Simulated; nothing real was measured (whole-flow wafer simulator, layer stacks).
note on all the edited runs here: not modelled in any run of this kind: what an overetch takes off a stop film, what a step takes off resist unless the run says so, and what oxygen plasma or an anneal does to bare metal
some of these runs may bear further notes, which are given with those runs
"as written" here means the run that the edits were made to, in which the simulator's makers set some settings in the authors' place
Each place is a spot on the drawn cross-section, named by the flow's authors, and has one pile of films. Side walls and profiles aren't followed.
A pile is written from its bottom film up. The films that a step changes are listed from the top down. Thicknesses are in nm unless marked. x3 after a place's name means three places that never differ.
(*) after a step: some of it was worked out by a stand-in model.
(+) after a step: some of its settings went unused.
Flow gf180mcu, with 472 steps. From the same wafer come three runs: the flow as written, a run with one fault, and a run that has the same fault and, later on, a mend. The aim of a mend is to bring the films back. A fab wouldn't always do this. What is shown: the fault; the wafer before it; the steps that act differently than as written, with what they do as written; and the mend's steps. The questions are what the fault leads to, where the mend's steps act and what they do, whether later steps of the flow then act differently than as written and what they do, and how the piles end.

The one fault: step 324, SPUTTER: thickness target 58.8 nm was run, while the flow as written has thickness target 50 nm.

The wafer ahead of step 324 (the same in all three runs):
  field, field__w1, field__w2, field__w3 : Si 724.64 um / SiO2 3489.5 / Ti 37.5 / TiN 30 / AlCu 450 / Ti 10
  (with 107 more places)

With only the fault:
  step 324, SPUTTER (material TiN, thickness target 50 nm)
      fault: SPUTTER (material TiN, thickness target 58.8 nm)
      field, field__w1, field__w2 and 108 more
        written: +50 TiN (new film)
        fault: +58.8 TiN (new film)
  Later steps of the flow acting differently than as written (6 other steps are not shown; they differ only slightly, by no more than 2% or 0.5 nm, whichever is larger):
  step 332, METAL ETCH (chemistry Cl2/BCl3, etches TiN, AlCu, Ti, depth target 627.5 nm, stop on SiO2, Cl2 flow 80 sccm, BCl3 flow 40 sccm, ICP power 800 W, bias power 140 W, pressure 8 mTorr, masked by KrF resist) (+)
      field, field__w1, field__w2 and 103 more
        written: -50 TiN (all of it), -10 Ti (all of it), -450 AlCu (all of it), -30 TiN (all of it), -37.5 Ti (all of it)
        fault: -58.8 TiN (all of it), -10 Ti (all of it), -450 AlCu (all of it), -30 TiN (all of it), -37.5 Ti (all of it)
  The piles end different from the flow's at field__w8, contact, m1, m1__w1, m1_nw by more than 2% or 0.5 nm, whichever is larger.
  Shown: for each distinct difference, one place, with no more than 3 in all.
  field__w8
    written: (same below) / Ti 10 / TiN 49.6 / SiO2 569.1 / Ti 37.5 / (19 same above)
    fault: (same below) / Ti 10 / TiN 58.4 / SiO2 560.3 / Ti 37.5 / (19 same above)
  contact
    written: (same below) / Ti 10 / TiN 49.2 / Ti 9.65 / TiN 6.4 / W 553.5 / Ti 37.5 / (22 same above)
    fault: (same below) / Ti 10 / TiN 58 / Ti 9.7 / TiN 6.44 / W 544.6 / Ti 37.5 / (22 same above)

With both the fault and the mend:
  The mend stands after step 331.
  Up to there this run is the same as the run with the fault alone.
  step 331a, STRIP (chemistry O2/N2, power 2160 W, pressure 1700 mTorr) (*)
      field__w8, contact, m1, m1__w1, m1_nw
        -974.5 KrF resist (all of it)
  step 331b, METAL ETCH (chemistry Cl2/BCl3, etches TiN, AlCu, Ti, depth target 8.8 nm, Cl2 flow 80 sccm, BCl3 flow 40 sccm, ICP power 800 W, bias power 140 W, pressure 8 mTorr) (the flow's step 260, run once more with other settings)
      field, field__w1, field__w2 and 108 more
        -8.8 TiN
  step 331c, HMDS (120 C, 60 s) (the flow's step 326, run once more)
      does not change any film at any place that is followed
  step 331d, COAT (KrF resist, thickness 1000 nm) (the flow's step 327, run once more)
      field, field__w1, field__w2 and 108 more
        +1000 KrF resist (new film)
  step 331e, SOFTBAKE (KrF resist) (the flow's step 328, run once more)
      does not change any film at any place that is followed
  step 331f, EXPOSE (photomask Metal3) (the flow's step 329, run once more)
      does not change any film at any place that is followed
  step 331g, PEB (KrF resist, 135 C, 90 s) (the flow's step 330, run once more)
      field, field__w1, field__w2 and 108 more
        -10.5 KrF resist
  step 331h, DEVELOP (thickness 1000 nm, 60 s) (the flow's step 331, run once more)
      field, field__w1, field__w2 and 103 more
        -989.5 KrF resist (all of it)
      field__w8, contact, m1, m1__w1, m1_nw
        -14.9 KrF resist
  Every later step of the flow that is run acts as written at every place that is followed.
  At every place that both follow, the piles at the end match the flow's.
